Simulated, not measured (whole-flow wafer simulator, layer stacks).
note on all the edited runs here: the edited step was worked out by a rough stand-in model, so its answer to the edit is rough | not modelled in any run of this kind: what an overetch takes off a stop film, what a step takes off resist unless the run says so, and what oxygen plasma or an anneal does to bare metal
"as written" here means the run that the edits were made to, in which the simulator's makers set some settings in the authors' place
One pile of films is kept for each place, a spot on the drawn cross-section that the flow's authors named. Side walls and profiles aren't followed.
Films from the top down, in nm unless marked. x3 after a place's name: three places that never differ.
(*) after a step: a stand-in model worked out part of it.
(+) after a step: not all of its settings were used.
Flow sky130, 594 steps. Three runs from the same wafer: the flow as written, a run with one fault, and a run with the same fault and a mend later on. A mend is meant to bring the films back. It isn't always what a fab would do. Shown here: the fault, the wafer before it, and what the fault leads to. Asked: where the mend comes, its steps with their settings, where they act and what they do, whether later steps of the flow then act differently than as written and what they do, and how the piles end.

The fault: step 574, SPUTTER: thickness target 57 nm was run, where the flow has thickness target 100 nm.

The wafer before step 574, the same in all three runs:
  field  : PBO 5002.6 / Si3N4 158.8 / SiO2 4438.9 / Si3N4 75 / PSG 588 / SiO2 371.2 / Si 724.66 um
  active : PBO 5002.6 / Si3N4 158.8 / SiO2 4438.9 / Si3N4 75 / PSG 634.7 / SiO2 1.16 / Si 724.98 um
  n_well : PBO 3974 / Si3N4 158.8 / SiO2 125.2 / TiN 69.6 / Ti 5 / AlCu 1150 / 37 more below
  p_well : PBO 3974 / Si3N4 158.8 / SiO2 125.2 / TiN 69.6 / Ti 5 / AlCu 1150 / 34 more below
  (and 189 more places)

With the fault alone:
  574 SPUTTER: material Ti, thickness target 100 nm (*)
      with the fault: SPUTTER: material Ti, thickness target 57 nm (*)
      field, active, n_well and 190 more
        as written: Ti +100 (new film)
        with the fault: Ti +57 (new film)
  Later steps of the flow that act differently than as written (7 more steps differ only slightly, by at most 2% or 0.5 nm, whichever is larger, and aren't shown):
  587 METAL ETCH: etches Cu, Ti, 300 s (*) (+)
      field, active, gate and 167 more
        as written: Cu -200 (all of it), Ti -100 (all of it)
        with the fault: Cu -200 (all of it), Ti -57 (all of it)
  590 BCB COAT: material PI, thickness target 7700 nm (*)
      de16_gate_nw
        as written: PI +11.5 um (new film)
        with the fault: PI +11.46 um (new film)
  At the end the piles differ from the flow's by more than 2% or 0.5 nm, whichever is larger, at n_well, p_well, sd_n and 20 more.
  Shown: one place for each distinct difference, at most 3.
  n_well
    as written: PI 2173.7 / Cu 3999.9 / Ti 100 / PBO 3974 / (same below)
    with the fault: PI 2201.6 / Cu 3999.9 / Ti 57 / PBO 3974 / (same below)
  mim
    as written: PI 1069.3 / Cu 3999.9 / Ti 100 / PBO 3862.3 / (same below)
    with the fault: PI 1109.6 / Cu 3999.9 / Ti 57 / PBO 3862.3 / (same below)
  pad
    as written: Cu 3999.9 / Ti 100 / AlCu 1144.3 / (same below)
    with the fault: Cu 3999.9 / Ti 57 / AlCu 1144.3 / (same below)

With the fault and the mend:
  The mend comes after step 574.
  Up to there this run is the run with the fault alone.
  574a SPUTTER: material Ti, thickness target 43 nm (*) (the flow's step 574 once more, with other settings)
      field, active, n_well and 190 more
        Ti +43
  No later step of the flow acts differently than as written at any place that is followed.
  At the end the piles are the same as the flow's at every place that both follow.
